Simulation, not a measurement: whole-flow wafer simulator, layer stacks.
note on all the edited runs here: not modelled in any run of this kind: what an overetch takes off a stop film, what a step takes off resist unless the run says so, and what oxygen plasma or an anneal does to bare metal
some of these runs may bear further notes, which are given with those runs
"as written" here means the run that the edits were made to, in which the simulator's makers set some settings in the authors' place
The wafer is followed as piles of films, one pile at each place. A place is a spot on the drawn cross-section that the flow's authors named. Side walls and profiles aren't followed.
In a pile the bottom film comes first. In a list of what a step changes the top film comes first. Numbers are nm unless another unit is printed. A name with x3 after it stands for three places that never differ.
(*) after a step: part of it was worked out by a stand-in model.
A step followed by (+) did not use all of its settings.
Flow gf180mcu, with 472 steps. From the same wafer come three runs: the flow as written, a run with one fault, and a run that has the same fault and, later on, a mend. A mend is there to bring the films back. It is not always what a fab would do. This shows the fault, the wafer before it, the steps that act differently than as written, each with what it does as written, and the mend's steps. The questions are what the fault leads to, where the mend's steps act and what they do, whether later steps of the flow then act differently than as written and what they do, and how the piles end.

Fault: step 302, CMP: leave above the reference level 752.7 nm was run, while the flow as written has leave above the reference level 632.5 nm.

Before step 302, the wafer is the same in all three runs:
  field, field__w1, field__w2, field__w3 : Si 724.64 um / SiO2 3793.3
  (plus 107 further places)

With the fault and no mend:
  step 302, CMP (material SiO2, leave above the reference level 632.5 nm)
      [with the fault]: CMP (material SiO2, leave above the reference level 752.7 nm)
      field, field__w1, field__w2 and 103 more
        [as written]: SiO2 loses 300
        [with the fault]: SiO2 loses 179.8
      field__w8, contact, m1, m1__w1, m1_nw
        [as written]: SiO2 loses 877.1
        [with the fault]: SiO2 loses 756.9
  Later steps of the flow acting differently than as written (1 more step, not shown, differs only slightly: by at most 2% or 0.5 nm, whichever is larger):
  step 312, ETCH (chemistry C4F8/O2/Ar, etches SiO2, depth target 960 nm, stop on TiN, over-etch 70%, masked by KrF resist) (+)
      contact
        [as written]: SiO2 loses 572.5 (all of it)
        [with the fault]: SiO2 loses 692.7 (all of it)
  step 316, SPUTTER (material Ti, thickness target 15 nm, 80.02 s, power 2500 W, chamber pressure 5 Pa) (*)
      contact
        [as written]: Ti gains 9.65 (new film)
        [with the fault]: Ti gains 9 (new film)
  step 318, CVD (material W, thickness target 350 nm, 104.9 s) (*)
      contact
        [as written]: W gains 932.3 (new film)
        [with the fault]: W gains 1053.6 (new film)
  By the end, the piles at field__w4, field__w8, contact, m1, m1__w1, mim, mim_1p0, m1_nw depart from the flow's by more than 2% or 0.5 nm, whichever is larger.
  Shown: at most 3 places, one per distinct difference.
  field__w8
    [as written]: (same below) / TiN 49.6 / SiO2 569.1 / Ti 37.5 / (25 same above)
    [with the fault]: (same below) / TiN 49.6 / SiO2 689.3 / Ti 37.5 / (25 same above)
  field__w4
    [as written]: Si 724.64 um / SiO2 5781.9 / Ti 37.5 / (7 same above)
    [with the fault]: Si 724.64 um / SiO2 5902.1 / Ti 37.5 / (7 same above)
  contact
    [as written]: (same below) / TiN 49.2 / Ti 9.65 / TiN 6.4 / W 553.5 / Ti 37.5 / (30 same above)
    [with the fault]: (same below) / TiN 49.2 / Ti 9 / TiN 5.97 / W 674.8 / Ti 37.5 / (30 same above)

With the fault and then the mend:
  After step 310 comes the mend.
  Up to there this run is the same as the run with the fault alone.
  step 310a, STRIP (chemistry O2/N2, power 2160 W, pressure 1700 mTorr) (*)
      field, field__w1, field__w2 and 107 more
        KrF resist loses 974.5 (all of it), anti-reflective coat loses 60 (all of it)
      contact
        anti-reflective coat loses 60 (all of it)
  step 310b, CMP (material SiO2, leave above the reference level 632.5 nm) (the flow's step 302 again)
      field, field__w1, field__w2 and 108 more
        SiO2 loses 120.2
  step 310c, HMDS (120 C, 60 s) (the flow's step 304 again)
      alters no film at any place that is followed
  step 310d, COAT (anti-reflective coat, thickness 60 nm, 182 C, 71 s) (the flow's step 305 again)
      field, field__w1, field__w2 and 108 more
        anti-reflective coat gains 60 (new film)
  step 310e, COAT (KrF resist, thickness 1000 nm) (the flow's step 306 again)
      field, field__w1, field__w2 and 108 more
        KrF resist gains 1000 (new film)
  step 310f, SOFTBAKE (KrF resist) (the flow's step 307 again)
      alters no film at any place that is followed
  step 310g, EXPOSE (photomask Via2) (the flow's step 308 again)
      alters no film at any place that is followed
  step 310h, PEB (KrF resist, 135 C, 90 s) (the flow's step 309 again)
      field, field__w1, field__w2 and 108 more
        KrF resist loses 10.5
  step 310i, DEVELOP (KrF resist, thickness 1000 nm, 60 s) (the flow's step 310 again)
      field, field__w1, field__w2 and 107 more
        KrF resist loses 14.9
      contact
        KrF resist loses 989.5 (all of it)
  Later steps of the flow that are run all act as written at every place that is followed.
  By the end, the piles equal the flow's at every place that both follow.
